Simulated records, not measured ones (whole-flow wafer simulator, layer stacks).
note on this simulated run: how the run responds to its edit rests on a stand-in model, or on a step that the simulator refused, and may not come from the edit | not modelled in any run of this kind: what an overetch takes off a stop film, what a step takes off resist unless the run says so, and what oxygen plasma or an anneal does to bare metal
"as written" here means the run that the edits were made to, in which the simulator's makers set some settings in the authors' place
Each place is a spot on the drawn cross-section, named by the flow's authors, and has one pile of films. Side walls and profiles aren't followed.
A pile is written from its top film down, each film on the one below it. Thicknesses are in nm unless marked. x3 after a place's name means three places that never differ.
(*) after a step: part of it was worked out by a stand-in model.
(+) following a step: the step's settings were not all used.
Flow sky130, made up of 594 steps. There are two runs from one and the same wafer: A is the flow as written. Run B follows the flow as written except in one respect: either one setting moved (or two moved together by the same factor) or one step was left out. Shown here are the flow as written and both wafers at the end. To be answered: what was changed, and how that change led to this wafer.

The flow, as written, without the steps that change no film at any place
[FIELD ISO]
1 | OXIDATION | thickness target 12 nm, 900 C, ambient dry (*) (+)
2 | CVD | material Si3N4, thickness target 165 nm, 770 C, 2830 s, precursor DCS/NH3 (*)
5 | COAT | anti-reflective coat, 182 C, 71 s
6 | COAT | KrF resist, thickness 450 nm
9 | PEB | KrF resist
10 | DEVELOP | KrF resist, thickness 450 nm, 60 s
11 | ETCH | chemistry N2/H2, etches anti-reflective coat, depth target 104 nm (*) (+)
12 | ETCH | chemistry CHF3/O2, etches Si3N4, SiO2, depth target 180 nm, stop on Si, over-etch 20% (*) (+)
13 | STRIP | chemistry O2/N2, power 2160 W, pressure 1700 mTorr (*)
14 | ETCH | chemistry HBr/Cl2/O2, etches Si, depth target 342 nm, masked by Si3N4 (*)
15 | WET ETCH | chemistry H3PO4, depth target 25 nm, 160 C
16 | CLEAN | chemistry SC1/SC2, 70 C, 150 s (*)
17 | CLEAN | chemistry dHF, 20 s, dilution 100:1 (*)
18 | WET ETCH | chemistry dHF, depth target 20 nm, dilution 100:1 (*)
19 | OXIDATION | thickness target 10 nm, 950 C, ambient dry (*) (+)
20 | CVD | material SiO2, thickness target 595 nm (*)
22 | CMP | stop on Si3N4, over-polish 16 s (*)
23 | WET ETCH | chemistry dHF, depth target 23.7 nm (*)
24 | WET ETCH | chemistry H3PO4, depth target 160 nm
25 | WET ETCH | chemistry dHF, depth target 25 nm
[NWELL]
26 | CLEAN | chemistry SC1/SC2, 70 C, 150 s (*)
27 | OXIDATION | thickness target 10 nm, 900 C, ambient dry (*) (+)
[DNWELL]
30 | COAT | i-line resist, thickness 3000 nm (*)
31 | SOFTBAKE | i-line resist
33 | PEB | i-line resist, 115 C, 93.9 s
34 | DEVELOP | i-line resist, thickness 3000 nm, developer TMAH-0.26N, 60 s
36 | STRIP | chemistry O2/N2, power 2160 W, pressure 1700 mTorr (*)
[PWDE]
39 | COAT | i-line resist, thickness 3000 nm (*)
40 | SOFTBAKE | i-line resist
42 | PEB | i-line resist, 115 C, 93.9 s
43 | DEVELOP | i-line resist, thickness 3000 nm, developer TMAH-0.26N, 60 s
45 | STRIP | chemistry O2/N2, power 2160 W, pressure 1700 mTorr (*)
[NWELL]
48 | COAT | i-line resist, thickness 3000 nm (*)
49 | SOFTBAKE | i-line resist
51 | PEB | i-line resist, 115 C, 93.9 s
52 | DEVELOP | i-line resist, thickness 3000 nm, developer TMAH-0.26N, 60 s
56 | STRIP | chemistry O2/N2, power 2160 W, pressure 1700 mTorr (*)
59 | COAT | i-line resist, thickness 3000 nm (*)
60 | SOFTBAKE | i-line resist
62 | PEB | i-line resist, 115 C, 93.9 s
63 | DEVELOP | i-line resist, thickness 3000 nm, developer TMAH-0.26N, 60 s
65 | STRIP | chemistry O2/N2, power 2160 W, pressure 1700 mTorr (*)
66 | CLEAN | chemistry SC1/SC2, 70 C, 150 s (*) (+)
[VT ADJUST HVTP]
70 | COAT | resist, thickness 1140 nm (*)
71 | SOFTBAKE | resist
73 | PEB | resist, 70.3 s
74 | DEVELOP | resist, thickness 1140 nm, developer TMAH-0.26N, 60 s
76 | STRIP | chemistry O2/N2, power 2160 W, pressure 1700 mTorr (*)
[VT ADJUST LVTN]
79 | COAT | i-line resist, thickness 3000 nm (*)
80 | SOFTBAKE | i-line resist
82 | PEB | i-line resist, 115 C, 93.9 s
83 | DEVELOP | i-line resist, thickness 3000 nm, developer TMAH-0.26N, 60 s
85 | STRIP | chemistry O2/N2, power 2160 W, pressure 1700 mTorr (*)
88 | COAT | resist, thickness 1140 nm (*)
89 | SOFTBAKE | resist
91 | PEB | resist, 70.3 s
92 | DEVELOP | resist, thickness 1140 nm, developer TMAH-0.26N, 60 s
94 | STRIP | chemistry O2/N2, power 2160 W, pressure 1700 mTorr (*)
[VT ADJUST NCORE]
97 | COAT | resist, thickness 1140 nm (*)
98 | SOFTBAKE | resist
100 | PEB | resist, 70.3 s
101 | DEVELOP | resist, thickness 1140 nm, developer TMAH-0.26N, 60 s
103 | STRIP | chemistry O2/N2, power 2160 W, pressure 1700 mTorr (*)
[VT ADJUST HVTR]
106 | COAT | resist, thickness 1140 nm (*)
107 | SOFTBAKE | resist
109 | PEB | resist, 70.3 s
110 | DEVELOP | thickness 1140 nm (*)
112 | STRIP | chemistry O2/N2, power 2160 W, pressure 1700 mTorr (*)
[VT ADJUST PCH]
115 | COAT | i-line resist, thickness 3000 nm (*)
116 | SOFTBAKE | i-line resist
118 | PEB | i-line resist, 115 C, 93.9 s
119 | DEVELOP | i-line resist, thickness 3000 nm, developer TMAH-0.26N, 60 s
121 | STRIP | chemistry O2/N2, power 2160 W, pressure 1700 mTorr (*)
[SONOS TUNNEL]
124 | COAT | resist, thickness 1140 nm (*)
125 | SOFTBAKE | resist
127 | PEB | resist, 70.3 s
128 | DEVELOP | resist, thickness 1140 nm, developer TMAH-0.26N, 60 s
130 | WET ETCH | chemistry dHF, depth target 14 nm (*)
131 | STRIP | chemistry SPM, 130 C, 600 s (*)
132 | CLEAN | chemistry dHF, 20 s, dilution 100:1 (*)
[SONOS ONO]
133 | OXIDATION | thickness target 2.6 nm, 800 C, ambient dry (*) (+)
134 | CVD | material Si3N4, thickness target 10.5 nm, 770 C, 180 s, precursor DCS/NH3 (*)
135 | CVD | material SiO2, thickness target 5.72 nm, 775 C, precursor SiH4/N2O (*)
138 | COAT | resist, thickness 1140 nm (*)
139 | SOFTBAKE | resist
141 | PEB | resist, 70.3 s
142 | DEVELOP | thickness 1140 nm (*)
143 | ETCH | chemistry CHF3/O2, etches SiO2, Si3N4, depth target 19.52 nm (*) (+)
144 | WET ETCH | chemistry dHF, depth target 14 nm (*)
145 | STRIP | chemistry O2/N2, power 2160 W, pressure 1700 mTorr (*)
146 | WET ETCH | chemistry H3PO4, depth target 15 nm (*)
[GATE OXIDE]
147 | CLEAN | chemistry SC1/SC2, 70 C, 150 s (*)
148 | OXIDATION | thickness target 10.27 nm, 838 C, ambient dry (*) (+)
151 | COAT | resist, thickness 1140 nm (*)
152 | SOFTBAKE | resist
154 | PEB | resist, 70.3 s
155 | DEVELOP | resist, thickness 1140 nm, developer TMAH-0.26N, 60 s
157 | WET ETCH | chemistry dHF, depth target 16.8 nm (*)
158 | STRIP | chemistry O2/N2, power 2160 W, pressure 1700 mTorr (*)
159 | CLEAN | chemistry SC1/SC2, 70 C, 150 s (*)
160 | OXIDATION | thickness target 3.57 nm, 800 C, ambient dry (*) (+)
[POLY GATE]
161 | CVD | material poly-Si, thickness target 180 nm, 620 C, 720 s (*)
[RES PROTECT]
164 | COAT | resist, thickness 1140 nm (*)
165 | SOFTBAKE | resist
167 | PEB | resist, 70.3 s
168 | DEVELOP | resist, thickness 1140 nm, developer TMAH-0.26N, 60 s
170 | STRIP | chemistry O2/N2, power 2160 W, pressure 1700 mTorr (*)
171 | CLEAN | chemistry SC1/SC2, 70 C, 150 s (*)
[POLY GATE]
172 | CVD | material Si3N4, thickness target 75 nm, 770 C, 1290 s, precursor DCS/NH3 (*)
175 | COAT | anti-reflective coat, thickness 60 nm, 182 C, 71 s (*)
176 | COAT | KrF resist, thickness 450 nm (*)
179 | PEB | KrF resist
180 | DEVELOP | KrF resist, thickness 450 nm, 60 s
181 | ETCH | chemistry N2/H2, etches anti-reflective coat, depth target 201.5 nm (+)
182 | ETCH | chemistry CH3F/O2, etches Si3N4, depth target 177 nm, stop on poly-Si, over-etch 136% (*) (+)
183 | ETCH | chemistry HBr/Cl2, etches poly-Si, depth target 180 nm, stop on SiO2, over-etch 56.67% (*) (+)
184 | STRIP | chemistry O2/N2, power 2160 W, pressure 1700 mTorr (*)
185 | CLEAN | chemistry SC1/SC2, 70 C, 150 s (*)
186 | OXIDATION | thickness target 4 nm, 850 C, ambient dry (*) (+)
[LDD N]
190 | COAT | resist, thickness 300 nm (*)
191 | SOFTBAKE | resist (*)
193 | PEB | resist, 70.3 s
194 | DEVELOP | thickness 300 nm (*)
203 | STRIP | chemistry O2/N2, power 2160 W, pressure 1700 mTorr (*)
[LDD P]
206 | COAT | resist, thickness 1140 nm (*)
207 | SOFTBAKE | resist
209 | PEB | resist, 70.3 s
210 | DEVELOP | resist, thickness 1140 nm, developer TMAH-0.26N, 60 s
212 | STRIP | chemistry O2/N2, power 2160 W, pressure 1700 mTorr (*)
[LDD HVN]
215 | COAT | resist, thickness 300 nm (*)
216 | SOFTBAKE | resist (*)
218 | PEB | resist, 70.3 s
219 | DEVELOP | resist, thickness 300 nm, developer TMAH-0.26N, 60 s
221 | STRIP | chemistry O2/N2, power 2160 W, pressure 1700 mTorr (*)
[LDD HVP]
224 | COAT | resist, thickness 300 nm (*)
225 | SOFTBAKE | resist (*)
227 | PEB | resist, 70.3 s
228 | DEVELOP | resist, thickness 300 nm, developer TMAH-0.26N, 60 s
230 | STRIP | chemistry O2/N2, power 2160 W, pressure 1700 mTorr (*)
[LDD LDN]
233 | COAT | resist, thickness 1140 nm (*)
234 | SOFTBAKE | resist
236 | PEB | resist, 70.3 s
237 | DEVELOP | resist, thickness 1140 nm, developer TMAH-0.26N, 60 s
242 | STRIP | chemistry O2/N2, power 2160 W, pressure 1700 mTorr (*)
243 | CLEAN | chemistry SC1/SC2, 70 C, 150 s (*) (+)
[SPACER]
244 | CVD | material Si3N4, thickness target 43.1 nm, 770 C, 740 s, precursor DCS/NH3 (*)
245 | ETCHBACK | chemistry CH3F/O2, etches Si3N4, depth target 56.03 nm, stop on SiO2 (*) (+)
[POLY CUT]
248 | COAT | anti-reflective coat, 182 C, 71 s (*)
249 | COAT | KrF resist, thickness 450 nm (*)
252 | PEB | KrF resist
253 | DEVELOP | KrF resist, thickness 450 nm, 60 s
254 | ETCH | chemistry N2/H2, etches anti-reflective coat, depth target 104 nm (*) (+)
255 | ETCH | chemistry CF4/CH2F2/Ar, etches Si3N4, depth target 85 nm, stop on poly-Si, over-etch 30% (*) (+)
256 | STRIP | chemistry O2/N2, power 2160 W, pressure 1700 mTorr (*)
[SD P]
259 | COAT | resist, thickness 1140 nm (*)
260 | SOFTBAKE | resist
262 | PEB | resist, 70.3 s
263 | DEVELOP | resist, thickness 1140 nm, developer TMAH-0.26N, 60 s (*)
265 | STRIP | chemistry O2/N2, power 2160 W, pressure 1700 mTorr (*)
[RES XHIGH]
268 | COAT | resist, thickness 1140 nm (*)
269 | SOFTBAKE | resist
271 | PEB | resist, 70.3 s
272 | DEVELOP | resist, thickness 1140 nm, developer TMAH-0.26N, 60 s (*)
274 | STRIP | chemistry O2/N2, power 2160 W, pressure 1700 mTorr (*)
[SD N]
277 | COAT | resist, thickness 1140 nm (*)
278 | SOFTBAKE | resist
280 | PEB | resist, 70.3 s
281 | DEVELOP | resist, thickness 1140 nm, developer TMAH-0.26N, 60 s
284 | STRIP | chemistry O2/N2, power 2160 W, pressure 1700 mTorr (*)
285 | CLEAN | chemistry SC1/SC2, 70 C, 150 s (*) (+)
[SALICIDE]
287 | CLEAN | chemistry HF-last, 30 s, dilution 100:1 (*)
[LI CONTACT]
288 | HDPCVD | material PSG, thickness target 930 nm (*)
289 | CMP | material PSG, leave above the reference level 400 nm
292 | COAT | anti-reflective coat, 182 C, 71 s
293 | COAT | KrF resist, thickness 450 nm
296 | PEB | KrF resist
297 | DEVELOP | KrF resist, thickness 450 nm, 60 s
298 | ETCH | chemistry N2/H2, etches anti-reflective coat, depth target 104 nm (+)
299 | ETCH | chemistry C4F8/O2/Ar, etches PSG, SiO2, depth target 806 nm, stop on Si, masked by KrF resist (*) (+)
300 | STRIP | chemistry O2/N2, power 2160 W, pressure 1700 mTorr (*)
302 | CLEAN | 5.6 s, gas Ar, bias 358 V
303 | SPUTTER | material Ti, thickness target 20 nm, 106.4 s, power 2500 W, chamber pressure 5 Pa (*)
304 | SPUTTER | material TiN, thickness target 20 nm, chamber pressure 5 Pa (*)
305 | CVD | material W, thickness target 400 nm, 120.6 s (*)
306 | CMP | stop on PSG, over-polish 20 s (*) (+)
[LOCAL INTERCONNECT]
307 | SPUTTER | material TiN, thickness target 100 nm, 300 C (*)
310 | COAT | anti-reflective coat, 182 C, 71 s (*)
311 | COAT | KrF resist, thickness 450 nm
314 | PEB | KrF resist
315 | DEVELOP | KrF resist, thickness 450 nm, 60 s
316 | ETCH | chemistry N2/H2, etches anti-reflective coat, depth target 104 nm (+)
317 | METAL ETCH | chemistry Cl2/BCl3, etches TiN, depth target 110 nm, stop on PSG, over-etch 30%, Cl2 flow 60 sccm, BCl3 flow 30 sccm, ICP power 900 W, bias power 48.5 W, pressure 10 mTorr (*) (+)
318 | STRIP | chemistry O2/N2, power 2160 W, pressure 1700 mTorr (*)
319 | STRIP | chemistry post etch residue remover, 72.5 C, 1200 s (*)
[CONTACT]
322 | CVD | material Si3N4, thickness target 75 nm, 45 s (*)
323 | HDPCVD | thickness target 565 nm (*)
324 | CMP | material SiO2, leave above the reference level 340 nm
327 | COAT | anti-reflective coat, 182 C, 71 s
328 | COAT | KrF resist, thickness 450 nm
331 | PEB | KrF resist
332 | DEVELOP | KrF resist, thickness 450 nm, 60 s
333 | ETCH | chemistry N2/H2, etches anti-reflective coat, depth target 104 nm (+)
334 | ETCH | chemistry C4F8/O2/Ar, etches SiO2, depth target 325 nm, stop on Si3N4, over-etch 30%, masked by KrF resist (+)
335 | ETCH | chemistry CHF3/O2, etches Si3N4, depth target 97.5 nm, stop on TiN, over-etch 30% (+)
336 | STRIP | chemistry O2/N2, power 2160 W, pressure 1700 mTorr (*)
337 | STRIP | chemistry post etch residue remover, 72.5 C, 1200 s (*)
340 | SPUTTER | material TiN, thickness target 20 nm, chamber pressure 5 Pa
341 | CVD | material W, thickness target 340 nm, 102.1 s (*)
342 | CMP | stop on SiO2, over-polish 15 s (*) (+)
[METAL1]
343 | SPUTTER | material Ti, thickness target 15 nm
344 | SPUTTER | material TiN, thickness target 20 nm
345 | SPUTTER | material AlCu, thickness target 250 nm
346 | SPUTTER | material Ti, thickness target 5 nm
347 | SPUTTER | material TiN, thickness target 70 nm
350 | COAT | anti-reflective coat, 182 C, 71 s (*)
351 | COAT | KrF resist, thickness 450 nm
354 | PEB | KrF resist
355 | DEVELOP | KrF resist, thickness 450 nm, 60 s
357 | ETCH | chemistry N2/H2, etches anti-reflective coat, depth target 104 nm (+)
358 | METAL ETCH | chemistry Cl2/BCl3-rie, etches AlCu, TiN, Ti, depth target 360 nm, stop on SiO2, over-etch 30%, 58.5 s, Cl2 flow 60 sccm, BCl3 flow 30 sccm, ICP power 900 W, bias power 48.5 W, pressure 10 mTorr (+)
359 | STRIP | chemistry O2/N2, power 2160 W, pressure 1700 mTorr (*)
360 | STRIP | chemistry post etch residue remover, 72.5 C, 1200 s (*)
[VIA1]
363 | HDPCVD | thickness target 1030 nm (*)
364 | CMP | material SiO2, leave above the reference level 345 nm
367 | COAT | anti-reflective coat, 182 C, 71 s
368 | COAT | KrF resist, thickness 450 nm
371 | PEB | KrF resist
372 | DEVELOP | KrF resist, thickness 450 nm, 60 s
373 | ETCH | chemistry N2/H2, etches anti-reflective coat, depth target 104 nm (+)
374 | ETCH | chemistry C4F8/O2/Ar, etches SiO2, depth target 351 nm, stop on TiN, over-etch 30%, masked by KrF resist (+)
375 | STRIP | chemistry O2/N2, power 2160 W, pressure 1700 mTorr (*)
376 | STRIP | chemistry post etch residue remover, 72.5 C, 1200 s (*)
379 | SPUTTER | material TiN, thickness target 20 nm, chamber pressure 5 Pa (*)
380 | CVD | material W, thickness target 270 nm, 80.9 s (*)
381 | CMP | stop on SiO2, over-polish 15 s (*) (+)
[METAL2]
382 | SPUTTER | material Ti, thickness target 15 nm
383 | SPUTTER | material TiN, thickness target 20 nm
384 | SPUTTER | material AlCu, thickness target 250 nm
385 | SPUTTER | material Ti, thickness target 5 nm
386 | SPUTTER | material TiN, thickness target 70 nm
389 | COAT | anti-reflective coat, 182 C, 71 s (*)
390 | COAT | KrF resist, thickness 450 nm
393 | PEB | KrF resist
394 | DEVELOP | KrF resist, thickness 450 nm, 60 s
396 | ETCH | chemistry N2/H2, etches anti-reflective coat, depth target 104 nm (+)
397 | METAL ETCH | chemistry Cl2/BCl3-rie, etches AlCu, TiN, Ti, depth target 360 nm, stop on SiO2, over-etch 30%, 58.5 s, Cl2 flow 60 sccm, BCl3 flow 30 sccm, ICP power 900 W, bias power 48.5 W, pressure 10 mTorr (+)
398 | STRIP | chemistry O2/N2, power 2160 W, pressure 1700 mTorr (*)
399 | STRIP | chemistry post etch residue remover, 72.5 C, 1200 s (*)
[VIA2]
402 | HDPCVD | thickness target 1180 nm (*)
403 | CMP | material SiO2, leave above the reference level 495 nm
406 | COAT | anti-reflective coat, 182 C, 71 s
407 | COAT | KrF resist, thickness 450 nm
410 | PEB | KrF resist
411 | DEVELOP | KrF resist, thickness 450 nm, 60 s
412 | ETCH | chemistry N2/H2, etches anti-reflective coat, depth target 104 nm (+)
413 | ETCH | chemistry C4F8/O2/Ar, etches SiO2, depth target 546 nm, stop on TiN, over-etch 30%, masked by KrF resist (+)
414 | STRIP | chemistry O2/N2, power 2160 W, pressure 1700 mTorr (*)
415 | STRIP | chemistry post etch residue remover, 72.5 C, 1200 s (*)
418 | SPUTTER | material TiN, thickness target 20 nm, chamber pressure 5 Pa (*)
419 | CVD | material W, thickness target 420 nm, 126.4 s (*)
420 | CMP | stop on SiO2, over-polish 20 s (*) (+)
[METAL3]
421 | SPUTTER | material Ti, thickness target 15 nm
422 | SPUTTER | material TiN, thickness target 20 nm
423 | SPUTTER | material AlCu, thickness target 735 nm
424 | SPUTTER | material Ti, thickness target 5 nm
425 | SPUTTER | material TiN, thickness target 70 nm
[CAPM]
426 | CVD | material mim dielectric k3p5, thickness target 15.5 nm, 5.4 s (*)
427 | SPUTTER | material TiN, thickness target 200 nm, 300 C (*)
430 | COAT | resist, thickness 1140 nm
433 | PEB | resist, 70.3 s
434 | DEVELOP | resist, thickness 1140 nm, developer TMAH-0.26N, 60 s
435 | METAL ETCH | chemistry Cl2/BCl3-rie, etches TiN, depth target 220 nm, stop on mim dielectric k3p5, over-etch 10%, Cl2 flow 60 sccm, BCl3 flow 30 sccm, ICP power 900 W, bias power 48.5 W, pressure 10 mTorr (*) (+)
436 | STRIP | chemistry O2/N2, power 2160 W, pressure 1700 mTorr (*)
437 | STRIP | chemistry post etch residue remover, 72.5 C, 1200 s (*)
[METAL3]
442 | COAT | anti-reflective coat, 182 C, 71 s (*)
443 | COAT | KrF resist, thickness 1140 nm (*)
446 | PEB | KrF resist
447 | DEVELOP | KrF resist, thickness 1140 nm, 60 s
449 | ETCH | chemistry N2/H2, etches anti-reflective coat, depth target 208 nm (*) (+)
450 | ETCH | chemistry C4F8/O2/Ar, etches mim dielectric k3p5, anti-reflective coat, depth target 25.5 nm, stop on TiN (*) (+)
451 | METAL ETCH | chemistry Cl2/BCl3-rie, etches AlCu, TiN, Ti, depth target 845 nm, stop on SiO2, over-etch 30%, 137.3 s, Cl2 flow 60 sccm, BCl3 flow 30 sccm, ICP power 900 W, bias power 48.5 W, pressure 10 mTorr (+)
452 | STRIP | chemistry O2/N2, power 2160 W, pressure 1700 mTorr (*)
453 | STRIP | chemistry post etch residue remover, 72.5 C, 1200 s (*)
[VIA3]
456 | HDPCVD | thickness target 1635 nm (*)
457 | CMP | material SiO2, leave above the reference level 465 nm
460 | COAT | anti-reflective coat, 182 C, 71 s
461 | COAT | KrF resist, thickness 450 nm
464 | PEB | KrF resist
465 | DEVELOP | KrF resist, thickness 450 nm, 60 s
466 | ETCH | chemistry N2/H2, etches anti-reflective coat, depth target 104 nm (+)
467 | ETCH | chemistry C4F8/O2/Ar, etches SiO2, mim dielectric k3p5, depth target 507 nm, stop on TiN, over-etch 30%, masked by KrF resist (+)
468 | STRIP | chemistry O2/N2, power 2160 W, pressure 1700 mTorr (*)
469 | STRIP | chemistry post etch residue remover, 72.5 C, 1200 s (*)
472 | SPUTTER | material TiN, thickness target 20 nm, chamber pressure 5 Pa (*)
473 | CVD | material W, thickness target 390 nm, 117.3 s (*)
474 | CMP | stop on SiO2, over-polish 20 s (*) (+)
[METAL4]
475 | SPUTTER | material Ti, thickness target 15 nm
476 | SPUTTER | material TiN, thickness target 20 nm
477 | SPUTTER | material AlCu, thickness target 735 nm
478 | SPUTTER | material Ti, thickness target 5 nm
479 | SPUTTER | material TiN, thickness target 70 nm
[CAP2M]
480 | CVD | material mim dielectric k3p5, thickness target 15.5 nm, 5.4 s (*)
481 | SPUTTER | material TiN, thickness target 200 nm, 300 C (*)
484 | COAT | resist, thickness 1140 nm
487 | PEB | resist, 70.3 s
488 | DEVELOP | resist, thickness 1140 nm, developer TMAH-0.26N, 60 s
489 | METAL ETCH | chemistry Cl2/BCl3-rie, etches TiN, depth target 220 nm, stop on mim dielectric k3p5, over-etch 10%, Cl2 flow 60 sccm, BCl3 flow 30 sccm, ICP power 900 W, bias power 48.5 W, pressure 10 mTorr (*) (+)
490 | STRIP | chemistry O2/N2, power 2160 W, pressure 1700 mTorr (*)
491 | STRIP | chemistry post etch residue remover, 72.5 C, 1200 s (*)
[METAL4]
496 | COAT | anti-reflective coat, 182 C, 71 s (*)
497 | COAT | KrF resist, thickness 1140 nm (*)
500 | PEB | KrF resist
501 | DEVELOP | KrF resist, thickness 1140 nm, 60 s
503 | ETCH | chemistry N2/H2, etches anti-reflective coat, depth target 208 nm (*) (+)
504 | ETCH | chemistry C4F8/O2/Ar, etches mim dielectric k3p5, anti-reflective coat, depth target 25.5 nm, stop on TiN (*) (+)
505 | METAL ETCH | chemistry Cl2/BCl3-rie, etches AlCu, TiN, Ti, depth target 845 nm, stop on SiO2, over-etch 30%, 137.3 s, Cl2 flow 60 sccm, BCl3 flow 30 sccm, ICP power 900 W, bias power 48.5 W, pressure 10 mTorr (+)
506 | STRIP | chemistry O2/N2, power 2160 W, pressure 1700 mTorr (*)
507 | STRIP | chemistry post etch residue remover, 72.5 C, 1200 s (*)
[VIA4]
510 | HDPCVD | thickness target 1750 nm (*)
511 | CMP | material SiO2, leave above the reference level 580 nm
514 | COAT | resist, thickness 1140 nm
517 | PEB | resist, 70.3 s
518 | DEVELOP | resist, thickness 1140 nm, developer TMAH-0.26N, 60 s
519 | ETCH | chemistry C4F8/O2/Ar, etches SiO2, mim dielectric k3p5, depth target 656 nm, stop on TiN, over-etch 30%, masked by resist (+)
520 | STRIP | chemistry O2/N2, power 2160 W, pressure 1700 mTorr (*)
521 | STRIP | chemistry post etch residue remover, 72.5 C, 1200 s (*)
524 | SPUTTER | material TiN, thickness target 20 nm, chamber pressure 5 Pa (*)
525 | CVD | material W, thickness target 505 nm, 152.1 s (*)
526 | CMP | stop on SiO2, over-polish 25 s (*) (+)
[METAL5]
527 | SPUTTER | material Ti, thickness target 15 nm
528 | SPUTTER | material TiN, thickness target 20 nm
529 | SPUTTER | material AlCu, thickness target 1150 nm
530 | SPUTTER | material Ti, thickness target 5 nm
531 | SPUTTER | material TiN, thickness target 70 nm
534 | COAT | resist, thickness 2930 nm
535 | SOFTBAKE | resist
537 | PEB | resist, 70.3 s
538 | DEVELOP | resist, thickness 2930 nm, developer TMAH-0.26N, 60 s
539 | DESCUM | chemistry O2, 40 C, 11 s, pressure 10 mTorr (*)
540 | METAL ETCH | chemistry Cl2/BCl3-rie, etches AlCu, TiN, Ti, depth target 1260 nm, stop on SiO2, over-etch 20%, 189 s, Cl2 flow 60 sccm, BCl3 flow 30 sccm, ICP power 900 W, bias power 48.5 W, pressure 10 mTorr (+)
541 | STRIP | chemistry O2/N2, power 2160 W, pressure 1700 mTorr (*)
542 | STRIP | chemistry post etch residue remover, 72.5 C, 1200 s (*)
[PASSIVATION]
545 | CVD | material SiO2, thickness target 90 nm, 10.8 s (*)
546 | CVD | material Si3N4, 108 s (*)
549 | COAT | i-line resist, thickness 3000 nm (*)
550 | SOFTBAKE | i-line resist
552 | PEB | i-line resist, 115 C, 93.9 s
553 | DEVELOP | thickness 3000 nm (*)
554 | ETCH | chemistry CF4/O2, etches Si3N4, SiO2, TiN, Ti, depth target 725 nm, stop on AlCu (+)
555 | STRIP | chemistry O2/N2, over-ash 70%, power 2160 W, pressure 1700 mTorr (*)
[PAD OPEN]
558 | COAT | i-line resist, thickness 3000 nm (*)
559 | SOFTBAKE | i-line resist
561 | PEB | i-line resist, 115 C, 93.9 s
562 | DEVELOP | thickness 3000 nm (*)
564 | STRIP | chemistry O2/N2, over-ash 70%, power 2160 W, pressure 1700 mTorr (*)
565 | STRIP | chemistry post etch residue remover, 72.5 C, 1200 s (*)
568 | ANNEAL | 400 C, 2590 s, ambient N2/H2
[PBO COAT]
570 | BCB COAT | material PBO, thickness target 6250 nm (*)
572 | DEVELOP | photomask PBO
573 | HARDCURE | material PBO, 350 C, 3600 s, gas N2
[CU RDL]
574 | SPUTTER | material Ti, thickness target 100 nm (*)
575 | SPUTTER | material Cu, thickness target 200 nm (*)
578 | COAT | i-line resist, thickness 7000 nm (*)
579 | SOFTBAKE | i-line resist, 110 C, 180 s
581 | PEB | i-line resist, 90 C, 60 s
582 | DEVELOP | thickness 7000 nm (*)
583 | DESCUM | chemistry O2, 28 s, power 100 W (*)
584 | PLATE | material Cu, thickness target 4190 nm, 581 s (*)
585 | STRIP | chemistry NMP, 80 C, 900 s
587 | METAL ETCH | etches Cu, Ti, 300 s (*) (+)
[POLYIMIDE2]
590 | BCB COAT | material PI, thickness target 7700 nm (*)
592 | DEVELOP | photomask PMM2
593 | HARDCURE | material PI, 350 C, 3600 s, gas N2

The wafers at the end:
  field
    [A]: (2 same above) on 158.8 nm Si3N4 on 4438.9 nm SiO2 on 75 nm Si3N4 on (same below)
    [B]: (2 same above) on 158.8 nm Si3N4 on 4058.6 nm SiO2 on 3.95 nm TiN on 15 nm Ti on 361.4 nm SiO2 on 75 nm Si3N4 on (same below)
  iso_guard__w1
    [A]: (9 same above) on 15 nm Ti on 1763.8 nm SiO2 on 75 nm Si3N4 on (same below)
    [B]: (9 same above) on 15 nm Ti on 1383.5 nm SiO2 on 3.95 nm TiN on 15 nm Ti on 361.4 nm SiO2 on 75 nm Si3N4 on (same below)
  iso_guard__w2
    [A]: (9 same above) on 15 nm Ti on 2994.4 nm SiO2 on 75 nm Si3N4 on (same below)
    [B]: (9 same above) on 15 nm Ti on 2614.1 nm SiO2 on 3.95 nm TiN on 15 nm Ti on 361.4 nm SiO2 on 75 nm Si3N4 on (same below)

The reason: step 358, METAL ETCH: depth target 261 nm was run, whereas the flow has depth target 360 nm; step 358, METAL ETCH: 42.4 s was run, where the flow has 58.5 s.

How this came from the change, step by step:
  358 | METAL ETCH | chemistry Cl2/BCl3-rie, etches AlCu, TiN, Ti, depth target 360 nm, stop on SiO2, over-etch 30%, 58.5 s, Cl2 flow 60 sccm, BCl3 flow 30 sccm, ICP power 900 W, bias power 48.5 W, pressure 10 mTorr (+)
      field, active, gate and 81 more: A TiN loses 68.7 (all of it), Ti loses 5 (all of it), AlCu loses 250 (all of it), TiN loses 20 (all of it), Ti loses 15 (all of it), SiO2 loses 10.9 | B TiN loses 68.7 (all of it), Ti loses 5 (all of it), AlCu loses 250 (all of it), TiN loses 15.6
      gate_hv, mim, dice_street and 75 more: A KrF resist loses 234 | B KrF resist loses 169.7
      (and at 29 other places as well)
  359 | STRIP | chemistry O2/N2, power 2160 W, pressure 1700 mTorr (*)
      n_well, p_well, gate_hv and 100 more: A KrF resist loses 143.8 (all of it), anti-reflective coat loses 80 (all of it) | B KrF resist loses 208.2 (all of it), anti-reflective coat loses 80 (all of it)
      poly_licon, ndiff_licon, ndiff_licon_cpp, rpo_hd_licon: A KrF resist loses 143.9 (all of it), anti-reflective coat loses 80.5 (all of it) | B KrF resist loses 208.2 (all of it), anti-reflective coat loses 80.5 (all of it)
  363 | HDPCVD | thickness target 1030 nm (*)
      field, active, gate and 81 more: A SiO2 gains 1030 | B SiO2 gains 1030 (new film)
  364 | CMP | material SiO2, leave above the reference level 345 nm
      field, active, gate and 81 more: A SiO2 loses 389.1 | B SiO2 loses 418.9
If metal films that touch count as one body, field has 1 body; the flow as written gives 0 bodies.
If metal films that touch count as one body, iso_guard__w1 has 2 bodies (between them, from the top down: SiO2 1383.5); the flow as written gives 1 body.
If metal films that touch count as one body, iso_guard__w2 has 2 bodies (between them, from the top down: SiO2 2614.1); the flow as written gives 1 body.
